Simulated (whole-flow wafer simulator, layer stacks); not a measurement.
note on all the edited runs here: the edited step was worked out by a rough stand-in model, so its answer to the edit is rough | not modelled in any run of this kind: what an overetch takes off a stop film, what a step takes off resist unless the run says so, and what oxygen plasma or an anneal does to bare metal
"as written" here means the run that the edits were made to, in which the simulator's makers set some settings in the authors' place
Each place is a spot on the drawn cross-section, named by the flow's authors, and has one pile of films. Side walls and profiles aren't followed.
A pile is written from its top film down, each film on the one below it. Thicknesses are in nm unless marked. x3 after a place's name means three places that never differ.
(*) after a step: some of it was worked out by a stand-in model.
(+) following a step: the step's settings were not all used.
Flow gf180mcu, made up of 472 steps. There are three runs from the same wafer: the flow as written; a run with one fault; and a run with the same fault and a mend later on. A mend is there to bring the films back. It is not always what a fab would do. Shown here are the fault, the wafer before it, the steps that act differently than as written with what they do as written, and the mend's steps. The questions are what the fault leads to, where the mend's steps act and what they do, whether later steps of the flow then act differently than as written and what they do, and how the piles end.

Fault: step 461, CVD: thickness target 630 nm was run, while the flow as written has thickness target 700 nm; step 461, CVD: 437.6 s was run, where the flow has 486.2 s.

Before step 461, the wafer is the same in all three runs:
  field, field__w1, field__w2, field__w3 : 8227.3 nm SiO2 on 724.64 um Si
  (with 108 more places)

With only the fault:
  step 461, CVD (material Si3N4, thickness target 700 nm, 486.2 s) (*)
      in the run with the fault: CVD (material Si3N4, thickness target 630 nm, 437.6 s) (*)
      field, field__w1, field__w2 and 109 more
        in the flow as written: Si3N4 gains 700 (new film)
        in the run with the fault: Si3N4 gains 630 (new film)
  Later steps of the flow acting differently than as written (5 more steps, not shown, differ only slightly: by at most 2% or 0.5 nm, whichever is larger):
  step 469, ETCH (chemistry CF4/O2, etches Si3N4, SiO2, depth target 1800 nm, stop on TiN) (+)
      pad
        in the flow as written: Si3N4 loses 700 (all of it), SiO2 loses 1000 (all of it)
        in the run with the fault: Si3N4 loses 630 (all of it), SiO2 loses 1000 (all of it)
  By the end, the piles at field, field__w1, field__w2 and 108 more depart from the flow's by more than 2% or 0.5 nm, whichever is larger.
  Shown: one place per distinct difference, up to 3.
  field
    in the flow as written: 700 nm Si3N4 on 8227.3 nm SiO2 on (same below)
    in the run with the fault: 630 nm Si3N4 on 8227.3 nm SiO2 on (same below)
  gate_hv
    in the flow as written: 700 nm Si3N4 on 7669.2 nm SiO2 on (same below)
    in the run with the fault: 630 nm Si3N4 on 7669.2 nm SiO2 on (same below)
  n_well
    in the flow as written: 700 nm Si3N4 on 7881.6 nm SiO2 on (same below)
    in the run with the fault: 630 nm Si3N4 on 7881.6 nm SiO2 on (same below)

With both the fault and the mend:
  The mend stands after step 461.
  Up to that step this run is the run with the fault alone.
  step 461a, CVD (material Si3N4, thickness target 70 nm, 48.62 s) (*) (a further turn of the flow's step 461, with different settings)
      field, field__w1, field__w2 and 109 more
        Si3N4 gains 70.1
  None of the later steps of the flow differs from how it acts as written, at any place that is followed, by more than 2% or 0.5 nm, whichever is larger.
  At the end the piles are close to the flow's at the places that both follow, differing by at most 2% or 0.5 nm, whichever is larger.
